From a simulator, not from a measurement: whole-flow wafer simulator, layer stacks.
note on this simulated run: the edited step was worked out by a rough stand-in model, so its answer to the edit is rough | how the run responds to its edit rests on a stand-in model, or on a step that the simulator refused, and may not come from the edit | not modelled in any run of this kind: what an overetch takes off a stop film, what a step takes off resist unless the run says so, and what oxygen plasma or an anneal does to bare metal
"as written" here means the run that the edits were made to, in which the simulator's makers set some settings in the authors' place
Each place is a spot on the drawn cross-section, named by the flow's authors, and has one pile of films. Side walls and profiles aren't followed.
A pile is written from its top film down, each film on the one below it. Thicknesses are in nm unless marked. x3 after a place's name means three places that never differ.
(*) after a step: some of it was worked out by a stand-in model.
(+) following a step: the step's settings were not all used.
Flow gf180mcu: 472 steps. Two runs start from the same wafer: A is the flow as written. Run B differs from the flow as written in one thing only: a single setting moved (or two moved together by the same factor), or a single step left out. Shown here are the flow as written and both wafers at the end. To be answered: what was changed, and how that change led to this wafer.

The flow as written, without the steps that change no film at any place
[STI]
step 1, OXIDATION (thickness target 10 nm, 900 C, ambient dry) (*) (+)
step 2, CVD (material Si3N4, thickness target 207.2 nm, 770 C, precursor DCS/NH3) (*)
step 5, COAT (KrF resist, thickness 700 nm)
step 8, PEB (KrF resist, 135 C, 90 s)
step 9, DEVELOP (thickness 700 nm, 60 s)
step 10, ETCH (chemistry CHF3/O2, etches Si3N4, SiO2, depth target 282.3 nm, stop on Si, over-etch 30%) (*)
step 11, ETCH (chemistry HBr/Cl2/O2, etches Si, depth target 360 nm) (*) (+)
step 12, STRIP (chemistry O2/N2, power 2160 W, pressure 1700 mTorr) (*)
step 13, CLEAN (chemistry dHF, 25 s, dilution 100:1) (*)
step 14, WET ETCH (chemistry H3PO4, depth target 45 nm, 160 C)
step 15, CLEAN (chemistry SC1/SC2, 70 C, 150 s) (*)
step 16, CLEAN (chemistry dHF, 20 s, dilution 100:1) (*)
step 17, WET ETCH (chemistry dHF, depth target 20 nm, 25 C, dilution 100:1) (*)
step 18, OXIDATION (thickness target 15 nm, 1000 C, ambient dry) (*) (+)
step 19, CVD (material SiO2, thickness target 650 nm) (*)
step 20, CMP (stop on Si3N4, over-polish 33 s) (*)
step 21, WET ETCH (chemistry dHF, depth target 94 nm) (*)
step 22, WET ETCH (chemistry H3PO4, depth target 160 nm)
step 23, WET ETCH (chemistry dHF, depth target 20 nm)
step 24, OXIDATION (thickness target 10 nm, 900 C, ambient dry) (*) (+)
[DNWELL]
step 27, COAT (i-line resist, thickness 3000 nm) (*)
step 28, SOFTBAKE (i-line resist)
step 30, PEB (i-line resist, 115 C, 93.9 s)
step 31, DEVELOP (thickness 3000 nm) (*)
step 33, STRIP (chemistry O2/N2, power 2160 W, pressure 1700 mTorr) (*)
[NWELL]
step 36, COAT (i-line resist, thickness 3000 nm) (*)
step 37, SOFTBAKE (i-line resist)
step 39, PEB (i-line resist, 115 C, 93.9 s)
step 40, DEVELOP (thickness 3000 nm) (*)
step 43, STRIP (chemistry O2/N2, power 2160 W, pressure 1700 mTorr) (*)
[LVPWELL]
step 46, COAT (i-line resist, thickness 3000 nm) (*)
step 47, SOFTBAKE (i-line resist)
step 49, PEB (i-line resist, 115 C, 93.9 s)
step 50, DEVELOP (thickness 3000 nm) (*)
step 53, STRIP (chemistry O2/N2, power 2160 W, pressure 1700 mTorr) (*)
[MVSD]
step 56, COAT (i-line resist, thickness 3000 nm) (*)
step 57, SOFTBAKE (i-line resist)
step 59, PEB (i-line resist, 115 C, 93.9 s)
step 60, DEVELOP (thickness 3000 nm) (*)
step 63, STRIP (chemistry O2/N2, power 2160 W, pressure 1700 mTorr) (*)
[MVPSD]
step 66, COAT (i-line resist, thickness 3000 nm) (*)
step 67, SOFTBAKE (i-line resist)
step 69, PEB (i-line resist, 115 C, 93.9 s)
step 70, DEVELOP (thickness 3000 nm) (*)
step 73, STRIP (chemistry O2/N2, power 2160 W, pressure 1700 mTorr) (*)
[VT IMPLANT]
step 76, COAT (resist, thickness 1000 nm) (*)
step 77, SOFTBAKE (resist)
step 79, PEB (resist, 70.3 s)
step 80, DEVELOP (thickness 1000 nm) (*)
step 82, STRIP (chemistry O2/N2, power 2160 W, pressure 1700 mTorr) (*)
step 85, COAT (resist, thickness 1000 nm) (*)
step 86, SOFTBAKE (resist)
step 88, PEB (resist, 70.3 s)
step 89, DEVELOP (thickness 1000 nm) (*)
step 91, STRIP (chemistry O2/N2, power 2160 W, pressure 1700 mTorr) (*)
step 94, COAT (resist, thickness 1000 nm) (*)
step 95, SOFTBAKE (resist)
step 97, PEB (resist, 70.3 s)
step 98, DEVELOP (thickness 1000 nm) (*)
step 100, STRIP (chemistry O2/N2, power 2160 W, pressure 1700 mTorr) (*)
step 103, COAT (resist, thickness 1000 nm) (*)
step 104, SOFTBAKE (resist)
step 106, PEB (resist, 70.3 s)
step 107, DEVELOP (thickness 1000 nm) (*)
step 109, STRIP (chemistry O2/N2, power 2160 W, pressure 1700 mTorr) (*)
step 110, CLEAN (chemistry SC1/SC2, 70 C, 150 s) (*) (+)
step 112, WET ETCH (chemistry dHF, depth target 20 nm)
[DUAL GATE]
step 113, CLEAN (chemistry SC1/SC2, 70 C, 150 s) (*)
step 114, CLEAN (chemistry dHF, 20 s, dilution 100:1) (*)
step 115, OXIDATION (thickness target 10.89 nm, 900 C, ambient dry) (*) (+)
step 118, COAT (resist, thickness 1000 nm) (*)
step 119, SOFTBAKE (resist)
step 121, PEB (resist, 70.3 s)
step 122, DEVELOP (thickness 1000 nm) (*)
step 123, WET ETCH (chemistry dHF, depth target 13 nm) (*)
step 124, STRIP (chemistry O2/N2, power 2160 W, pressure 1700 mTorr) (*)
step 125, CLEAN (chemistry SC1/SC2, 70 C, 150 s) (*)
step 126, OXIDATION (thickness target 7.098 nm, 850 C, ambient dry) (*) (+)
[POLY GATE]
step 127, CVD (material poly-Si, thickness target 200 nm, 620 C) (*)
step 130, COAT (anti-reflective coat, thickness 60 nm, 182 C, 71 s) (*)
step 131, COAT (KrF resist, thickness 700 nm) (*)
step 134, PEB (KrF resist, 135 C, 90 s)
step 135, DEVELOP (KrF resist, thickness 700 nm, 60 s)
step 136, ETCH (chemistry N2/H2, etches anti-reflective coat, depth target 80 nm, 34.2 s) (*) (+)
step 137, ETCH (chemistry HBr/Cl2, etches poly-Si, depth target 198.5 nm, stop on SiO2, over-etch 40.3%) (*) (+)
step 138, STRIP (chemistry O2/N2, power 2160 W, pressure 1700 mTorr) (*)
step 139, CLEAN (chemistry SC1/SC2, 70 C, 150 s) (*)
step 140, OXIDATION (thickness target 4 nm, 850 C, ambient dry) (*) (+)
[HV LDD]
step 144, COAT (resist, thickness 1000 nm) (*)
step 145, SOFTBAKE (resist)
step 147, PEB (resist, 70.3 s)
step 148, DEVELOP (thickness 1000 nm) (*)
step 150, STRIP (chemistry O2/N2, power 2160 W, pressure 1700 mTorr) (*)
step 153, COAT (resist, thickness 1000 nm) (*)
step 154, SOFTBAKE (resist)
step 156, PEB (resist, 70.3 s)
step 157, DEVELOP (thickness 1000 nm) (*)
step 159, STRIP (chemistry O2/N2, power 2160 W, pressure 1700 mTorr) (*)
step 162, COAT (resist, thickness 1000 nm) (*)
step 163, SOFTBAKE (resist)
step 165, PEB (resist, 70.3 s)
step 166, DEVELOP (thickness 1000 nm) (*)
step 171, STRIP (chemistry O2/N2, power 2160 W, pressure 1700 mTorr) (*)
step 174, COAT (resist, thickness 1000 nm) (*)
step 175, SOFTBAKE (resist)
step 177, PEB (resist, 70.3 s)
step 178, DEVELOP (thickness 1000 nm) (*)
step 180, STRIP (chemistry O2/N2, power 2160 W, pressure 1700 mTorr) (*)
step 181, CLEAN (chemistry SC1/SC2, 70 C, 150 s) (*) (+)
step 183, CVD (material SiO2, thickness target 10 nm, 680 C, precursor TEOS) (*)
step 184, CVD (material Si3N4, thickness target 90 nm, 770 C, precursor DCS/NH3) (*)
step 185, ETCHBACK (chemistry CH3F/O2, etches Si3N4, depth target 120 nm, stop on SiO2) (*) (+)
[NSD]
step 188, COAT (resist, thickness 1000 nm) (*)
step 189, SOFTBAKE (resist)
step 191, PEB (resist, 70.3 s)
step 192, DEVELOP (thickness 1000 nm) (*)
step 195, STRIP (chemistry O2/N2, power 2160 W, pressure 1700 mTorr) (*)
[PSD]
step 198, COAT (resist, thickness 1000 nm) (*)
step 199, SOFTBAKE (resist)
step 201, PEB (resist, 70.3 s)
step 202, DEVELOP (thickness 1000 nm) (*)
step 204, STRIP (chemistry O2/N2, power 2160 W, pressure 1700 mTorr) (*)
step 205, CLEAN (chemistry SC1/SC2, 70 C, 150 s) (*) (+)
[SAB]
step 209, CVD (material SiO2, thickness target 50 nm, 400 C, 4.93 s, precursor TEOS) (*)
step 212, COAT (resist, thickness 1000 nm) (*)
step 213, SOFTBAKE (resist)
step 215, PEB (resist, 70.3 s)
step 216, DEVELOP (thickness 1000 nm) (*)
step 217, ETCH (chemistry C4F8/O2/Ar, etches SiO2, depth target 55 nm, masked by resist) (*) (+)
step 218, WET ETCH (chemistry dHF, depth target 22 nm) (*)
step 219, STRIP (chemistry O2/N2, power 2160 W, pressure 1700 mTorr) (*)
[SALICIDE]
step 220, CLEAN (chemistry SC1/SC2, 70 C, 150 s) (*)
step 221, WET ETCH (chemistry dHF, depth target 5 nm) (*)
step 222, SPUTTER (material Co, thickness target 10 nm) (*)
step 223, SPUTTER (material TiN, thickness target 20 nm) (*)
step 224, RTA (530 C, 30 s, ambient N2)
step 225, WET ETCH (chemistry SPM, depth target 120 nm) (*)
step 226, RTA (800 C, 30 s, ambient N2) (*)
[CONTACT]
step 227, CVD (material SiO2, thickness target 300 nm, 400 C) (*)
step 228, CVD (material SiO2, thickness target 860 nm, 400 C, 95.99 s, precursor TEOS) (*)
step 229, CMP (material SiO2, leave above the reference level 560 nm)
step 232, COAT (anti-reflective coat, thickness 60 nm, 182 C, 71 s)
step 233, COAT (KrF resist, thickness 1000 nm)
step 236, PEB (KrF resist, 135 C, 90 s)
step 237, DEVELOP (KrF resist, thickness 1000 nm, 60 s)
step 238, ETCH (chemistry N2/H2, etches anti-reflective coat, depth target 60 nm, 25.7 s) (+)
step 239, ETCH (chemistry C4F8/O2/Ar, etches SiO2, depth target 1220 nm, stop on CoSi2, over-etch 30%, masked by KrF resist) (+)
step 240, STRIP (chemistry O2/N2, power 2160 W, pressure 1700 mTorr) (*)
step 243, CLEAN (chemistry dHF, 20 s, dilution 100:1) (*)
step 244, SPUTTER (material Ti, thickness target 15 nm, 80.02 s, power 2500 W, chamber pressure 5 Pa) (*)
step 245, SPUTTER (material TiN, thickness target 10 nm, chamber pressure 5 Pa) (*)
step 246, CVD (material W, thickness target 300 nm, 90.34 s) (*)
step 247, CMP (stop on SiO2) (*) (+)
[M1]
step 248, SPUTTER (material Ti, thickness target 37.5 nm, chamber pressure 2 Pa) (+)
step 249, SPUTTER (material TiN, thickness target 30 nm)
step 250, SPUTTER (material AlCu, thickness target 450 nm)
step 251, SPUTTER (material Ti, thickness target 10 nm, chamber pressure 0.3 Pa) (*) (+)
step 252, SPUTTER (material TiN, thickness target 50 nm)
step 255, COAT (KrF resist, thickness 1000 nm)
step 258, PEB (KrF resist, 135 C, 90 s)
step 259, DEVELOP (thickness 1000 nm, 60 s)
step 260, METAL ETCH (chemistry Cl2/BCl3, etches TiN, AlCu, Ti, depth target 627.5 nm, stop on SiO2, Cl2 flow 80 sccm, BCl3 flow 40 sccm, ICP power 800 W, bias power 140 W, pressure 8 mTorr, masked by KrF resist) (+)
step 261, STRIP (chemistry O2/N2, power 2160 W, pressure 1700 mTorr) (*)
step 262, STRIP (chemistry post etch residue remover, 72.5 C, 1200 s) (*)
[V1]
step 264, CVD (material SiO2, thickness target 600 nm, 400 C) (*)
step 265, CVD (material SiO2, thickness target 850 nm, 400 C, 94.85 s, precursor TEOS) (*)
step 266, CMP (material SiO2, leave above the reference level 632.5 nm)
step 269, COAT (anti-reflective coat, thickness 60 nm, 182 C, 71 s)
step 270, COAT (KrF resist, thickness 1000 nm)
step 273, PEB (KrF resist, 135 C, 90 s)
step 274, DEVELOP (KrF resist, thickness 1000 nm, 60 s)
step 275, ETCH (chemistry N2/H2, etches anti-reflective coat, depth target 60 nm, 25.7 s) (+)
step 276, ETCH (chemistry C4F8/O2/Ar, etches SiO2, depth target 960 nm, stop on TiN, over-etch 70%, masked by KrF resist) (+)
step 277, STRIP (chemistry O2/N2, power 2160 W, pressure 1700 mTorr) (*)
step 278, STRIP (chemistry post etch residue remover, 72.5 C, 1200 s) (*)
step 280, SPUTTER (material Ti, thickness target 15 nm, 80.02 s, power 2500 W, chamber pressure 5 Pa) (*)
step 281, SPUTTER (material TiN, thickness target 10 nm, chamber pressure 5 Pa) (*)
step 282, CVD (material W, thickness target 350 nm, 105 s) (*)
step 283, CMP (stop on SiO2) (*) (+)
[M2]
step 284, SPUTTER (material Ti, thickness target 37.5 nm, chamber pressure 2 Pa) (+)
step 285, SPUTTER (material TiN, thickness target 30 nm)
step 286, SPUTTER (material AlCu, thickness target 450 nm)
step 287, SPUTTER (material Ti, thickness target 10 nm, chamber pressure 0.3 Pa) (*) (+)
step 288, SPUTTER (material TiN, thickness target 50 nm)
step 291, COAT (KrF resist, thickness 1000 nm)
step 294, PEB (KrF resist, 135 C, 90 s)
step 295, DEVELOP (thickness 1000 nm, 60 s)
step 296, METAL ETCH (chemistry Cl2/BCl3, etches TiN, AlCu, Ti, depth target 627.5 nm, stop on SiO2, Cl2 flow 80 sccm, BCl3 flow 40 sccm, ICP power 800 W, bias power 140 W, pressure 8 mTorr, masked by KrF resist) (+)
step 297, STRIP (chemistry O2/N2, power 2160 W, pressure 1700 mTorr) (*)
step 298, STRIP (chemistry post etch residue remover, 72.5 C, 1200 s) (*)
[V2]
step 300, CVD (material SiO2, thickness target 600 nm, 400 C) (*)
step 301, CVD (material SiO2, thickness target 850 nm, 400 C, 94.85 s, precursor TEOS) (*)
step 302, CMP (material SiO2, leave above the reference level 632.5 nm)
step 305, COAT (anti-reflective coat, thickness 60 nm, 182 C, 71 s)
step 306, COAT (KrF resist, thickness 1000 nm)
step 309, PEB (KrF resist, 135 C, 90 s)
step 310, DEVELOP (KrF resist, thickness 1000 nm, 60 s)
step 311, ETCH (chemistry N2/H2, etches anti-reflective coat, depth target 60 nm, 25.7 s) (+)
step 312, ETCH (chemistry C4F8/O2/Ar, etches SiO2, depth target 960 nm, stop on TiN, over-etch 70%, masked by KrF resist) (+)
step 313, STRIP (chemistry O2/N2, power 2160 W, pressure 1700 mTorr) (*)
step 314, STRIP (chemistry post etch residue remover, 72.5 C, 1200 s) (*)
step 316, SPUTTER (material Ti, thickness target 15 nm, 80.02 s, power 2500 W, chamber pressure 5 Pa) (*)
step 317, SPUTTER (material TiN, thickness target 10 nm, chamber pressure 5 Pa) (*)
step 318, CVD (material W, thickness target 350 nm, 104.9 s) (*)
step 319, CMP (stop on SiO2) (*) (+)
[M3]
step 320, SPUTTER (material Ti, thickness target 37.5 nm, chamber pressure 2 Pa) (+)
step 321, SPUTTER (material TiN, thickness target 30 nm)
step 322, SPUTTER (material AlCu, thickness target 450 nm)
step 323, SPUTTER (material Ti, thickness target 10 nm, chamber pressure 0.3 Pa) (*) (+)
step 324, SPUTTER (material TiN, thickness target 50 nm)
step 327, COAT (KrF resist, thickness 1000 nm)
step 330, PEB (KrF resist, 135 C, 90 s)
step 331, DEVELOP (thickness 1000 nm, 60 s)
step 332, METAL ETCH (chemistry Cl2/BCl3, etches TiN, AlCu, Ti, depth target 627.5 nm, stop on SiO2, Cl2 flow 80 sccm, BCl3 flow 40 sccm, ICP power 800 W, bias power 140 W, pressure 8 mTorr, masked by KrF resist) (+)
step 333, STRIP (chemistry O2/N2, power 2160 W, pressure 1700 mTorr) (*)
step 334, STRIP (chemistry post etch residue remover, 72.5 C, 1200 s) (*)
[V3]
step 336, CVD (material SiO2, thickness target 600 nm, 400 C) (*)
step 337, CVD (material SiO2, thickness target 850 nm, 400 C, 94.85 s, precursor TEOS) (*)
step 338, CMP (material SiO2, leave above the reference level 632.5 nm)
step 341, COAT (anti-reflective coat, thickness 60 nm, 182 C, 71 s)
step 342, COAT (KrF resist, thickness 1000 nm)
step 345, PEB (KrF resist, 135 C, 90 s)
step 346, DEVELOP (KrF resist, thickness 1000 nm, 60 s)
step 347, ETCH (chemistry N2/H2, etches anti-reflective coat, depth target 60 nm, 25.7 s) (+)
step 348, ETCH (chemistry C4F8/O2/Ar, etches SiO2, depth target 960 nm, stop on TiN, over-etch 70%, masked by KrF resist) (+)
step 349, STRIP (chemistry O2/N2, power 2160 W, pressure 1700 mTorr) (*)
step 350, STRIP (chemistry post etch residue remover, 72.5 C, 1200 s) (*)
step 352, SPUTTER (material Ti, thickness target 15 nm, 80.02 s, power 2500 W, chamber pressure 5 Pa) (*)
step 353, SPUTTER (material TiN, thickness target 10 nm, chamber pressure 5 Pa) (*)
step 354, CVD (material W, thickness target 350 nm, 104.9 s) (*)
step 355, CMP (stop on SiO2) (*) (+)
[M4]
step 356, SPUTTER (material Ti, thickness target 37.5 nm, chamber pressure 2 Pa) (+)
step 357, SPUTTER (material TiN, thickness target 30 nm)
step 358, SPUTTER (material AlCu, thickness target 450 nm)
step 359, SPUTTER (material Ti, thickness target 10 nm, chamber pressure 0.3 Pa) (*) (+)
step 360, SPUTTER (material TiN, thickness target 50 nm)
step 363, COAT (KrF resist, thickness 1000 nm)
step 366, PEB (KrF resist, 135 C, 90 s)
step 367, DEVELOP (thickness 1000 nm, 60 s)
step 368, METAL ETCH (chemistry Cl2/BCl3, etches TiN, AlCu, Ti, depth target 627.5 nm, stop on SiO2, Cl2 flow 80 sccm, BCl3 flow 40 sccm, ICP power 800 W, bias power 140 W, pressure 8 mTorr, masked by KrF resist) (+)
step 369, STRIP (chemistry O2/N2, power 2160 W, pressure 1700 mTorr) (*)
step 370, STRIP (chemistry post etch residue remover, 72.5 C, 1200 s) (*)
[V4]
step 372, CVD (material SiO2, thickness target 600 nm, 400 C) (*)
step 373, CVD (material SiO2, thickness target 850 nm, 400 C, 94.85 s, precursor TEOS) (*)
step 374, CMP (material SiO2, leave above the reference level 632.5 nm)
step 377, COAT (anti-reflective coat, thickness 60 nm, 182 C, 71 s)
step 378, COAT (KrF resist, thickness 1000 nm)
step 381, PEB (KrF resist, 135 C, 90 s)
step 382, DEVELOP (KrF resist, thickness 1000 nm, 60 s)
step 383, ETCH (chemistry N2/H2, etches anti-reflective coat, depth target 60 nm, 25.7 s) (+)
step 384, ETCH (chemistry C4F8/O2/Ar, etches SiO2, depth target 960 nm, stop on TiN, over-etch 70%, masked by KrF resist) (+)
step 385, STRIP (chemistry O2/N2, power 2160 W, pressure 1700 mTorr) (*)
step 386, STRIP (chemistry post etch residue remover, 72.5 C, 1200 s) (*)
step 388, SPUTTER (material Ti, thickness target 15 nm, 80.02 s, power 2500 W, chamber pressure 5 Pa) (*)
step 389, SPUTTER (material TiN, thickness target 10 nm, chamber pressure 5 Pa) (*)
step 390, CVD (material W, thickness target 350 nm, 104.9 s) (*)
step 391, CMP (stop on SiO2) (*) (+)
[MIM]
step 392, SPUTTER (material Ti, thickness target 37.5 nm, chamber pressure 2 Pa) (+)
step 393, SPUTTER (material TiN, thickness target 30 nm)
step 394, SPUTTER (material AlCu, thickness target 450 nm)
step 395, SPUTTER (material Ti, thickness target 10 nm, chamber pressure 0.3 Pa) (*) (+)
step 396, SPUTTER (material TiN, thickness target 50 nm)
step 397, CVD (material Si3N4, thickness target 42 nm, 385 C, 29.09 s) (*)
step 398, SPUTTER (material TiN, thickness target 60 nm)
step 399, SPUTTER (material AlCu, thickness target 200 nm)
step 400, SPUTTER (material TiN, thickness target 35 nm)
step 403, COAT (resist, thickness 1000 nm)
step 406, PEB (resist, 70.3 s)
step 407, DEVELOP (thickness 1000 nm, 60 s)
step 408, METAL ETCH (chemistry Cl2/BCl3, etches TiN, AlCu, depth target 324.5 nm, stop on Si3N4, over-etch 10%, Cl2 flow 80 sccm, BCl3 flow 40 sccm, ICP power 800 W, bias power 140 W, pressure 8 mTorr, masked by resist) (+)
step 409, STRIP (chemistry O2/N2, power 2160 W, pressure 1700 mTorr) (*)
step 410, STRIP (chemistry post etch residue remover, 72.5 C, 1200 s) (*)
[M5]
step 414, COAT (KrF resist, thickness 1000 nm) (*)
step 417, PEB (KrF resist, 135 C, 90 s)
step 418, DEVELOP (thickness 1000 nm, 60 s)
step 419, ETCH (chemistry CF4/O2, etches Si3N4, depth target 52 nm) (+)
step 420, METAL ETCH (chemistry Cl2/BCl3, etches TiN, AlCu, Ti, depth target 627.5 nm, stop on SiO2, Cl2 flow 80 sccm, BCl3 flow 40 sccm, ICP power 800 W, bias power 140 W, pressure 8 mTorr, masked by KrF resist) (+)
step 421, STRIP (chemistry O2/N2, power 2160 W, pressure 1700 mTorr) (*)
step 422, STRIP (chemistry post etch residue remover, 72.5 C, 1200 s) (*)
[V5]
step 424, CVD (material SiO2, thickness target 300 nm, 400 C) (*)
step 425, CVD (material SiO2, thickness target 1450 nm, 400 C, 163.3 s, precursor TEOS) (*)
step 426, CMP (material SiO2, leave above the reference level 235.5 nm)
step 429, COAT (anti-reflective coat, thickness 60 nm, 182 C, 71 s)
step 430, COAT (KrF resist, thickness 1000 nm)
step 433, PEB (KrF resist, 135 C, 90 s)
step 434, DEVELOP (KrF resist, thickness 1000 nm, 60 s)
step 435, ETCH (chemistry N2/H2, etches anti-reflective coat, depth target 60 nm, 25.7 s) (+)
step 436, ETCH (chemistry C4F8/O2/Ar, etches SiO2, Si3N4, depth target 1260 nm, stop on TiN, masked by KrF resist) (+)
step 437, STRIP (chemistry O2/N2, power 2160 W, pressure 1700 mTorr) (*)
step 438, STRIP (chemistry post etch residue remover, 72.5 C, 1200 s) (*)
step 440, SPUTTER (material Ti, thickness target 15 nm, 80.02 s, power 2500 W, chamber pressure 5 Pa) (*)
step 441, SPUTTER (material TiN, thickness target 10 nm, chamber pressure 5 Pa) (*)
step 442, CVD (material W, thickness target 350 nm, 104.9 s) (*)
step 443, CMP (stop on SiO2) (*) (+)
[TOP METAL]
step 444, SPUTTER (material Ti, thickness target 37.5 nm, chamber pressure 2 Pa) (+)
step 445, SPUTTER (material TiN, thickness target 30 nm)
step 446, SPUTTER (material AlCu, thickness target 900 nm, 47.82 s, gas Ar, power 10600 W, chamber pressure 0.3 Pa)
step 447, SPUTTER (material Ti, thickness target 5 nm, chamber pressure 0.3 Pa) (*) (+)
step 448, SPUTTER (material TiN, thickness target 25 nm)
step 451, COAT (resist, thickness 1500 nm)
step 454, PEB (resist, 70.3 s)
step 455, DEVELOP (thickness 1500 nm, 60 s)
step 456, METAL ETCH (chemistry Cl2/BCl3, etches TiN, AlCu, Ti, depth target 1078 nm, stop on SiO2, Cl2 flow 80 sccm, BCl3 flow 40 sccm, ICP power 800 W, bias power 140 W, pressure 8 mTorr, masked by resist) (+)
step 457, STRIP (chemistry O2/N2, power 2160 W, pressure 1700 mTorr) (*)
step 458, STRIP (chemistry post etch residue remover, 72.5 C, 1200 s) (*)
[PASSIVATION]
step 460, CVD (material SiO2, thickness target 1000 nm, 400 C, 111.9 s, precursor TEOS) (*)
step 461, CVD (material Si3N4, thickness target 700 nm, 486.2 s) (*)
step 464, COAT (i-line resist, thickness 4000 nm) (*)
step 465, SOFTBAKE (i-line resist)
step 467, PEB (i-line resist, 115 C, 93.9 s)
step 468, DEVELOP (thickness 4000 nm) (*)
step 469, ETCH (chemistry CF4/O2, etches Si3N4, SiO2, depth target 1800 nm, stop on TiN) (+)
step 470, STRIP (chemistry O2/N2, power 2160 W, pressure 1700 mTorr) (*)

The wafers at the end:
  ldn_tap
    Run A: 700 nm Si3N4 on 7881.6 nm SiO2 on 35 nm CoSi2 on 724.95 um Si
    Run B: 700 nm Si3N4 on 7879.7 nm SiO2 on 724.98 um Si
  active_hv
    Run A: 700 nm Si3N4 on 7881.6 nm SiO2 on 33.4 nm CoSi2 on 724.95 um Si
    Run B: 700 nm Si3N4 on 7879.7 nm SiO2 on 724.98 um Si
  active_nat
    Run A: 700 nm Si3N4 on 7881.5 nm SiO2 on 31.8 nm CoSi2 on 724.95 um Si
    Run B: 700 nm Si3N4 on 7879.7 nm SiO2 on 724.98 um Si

The reason: step 218, WET ETCH: depth target 9.02 nm was run, whereas the flow has depth target 22 nm.

The path from the change to this, step by step:
  step 218, WET ETCH (chemistry dHF, depth target 22 nm) (*)
      ldn_tap, ldp_src, ldp_drn, ldp_gr: A -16 SiO2 (all of it) | B -9.48 SiO2
      ldn_src, ldn_drn, ldp_tap: A -16 SiO2 (all of it) | B -9.49 SiO2
      (and at 58 other places as well)
  step 219, STRIP (chemistry O2/N2, power 2160 W, pressure 1700 mTorr) (*)
      active_hv, active_nat, ld_sd_n and 11 more: A +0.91 chemical SiO2 (new film), -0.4 Si | B nothing
  step 221, WET ETCH (chemistry dHF, depth target 5 nm) (*)
      active_hv, active_nat, ld_sd_n and 10 more: A -0.76 chemical SiO2 (all of it) | B -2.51 SiO2
      ld_drn_p: A -0.76 chemical SiO2 (all of it) | B -2.39 SiO2 (all of it)
  step 222, SPUTTER (material Co, thickness target 10 nm) (*)
      field__w12: A +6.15 Co (new film) | B +6.69 Co (new film)
  step 223, SPUTTER (material TiN, thickness target 20 nm) (*)
      field__w12: A +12 TiN (new film) | B +12.7 TiN (new film)
      ld_sd_n: A +15.5 TiN (new film) | B +16.4 TiN (new film)
  step 224, RTA (530 C, 30 s, ambient N2)
      ldn_tap, ldn_src, ldn_drn, ldp_tap, ldp_src, ldp_drn, ldp_gr: A under 1 film: +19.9 CoSi (new film), -10 Co (all of it), -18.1 Si | B nothing
      active_hv: A under 1 film: +19 CoSi (new film), -9.55 Co (all of it), -17.3 Si | B nothing
      (and at 5 other places as well)
  step 225, WET ETCH (chemistry SPM, depth target 120 nm) (*)
      ldn_tap, ldn_src, ldn_drn, ldp_tap, ldp_src, ldp_drn, ldp_gr: A -20 TiN (all of it) | B -20 TiN (all of it), -10 Co (all of it)
      active_hv: A -19 TiN (all of it) | B -19 TiN (all of it), -9.56 Co (all of it)
      (and at 6 other places as well)
  step 226, RTA (800 C, 30 s, ambient N2) (*)
      ldn_tap, ldn_src, ldn_drn, ldp_tap, ldp_src, ldp_drn, ldp_gr: A +35 CoSi2 (new film), -19.9 CoSi (all of it), -18.1 Si | B nothing
      active_hv: A +33.4 CoSi2 (new film), -19 CoSi (all of it), -17.3 Si | B nothing
      (and at 5 other places as well)
  step 227, CVD (material SiO2, thickness target 300 nm, 400 C) (*)
      active_hv, active_nat, ld_sd_n and 10 more: A +300 SiO2 (new film) | B +300 SiO2
  step 229, CMP (material SiO2, leave above the reference level 560 nm)
      ldn_sep__w1, ldn_sep__w2, ldn_dft and 8 more: A -311 SiO2 | B -325.3 SiO2
      sti, mim_1p0, pad, dice_street, iso_nw_fld, iso_fld_sub: A -296.8 SiO2 | B -311.1 SiO2
      (and at 35 other places as well)
With metal films that touch counted as one body, ldn_tap has 0 bodies; the flow as written gives 1 body.
With metal films that touch counted as one body, active_hv has 0 bodies; the flow as written gives 1 body.
With metal films that touch counted as one body, active_nat has 0 bodies; the flow as written gives 1 body.
